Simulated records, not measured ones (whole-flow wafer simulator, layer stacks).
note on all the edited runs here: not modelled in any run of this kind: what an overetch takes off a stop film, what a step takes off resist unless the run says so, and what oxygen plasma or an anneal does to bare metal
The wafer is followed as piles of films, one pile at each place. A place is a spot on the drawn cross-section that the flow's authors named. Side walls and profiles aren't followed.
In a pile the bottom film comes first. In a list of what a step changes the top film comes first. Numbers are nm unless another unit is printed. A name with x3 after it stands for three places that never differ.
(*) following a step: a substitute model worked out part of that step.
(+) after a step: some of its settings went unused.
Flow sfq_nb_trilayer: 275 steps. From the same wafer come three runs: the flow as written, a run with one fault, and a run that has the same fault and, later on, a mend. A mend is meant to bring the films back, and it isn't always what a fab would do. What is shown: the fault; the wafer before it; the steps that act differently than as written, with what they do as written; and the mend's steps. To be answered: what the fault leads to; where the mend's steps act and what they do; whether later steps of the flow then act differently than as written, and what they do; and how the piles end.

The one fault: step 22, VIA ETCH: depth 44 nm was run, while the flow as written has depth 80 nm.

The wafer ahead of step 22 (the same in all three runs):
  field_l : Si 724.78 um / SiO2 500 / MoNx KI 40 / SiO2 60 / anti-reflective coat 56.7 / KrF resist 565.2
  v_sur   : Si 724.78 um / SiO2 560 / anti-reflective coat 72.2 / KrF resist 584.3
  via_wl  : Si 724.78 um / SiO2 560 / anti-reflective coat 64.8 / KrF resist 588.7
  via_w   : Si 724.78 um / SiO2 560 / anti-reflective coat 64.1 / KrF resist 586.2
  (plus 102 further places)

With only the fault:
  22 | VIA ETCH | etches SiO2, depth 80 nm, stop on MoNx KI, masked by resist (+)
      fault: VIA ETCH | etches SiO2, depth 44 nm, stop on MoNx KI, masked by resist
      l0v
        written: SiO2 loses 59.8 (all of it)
        fault: SiO2 loses 44
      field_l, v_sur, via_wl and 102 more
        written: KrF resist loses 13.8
        fault: KrF resist loses 7.59
  Steps further on in the flow that do not act as written (5 other steps are not shown; they differ only slightly, by no more than 2% or 0.5 nm, whichever is larger):
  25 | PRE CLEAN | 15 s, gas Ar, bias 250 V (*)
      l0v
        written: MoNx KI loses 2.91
        fault: SiO2 loses 5
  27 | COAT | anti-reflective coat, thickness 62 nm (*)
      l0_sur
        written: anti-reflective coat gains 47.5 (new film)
        fault: anti-reflective coat gains 49 (new film)
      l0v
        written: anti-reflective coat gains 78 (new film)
        fault: anti-reflective coat gains 73.8 (new film)
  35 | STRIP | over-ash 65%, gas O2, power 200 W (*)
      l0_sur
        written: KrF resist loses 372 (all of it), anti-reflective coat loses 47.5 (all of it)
        fault: KrF resist loses 372.8 (all of it), anti-reflective coat loses 49 (all of it)
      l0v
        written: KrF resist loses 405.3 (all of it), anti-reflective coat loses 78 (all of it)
        fault: KrF resist loses 396.7 (all of it), anti-reflective coat loses 73.8 (all of it)
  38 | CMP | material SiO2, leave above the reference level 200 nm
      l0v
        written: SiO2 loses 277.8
        fault: SiO2 loses 293.8
  By the end, the piles at l0v depart from the flow's by more than 2% or 0.5 nm, whichever is larger.
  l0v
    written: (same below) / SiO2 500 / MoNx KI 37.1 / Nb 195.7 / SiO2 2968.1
    fault: (same below) / SiO2 500 / MoNx KI 40 / SiO2 10.8 / Nb 198 / SiO2 2952.1

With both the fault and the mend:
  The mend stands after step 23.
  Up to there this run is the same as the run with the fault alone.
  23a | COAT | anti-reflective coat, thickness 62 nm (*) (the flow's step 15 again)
      p4_fl x3, p4_w1 x9, p4_g1 x2 and 59 more
        anti-reflective coat gains 62 (new film)
      jj_sur, ce_l, c5j and 6 more
        anti-reflective coat gains 63.6 (new film)
      be, be_sur, gap, moat, field_r, lsp_l
        anti-reflective coat gains 63.7 (new film)
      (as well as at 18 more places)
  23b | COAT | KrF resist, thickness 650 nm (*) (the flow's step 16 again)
      p4_fl x3, p4_w1 x9, p4_g1 x2 and 59 more
        KrF resist gains 650 (new film)
      jj_sur, ce_l, c5j, ce_r, sp_r, r_sur, res
        KrF resist gains 656.8 (new film)
      gap, r_end, moat
        KrF resist gains 656.9 (new film)
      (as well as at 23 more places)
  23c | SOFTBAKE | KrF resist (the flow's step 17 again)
      leaves every film unchanged at each place that is followed
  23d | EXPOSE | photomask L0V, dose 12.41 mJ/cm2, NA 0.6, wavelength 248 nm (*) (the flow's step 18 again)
      leaves every film unchanged at each place that is followed
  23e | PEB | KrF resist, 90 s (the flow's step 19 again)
      p4_fl x3, p4_w1 x9, p4_g1 x2 and 59 more
        KrF resist loses 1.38
      via_v, wire, be and 16 more
        KrF resist loses 1.39
      v_sur, via_w, via_wr, via_sp, ln_m6, lsp_r
        KrF resist loses 1.4
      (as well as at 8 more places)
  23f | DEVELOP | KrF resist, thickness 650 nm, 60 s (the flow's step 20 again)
      field_l, v_sur, via_wl and 102 more
        KrF resist loses 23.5
      l0v
        KrF resist loses 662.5 (all of it)
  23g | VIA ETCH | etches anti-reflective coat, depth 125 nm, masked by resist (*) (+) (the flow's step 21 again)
      field_l, v_sur, via_wl and 102 more
        KrF resist loses 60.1
      l0v
        anti-reflective coat loses 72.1 (all of it), SiO2 loses 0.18
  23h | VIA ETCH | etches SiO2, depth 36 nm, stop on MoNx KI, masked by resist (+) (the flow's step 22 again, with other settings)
      field_l, v_sur, via_wl and 102 more
        KrF resist loses 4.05
      l0v
        SiO2 loses 15.7 (all of it)
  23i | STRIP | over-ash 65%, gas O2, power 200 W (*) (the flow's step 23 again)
      p4_fl x3, p4_w1 x9, p4_g1 x2 and 59 more
        KrF resist loses 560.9 (all of it), anti-reflective coat loses 62 (all of it)
      jj_sur, ce_l, c5j, ce_r, sp_r, be_r, r_sur, res
        KrF resist loses 567.7 (all of it), anti-reflective coat loses 63.6 (all of it)
      l0r_line_l, l0r_line_c, l0r_line_r
        KrF resist loses 557 (all of it), anti-reflective coat loses 59 (all of it)
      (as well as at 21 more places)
  Later steps of the flow that are run all act as written at every place that is followed.
  At every place that both follow, the piles at the end match the flow's.
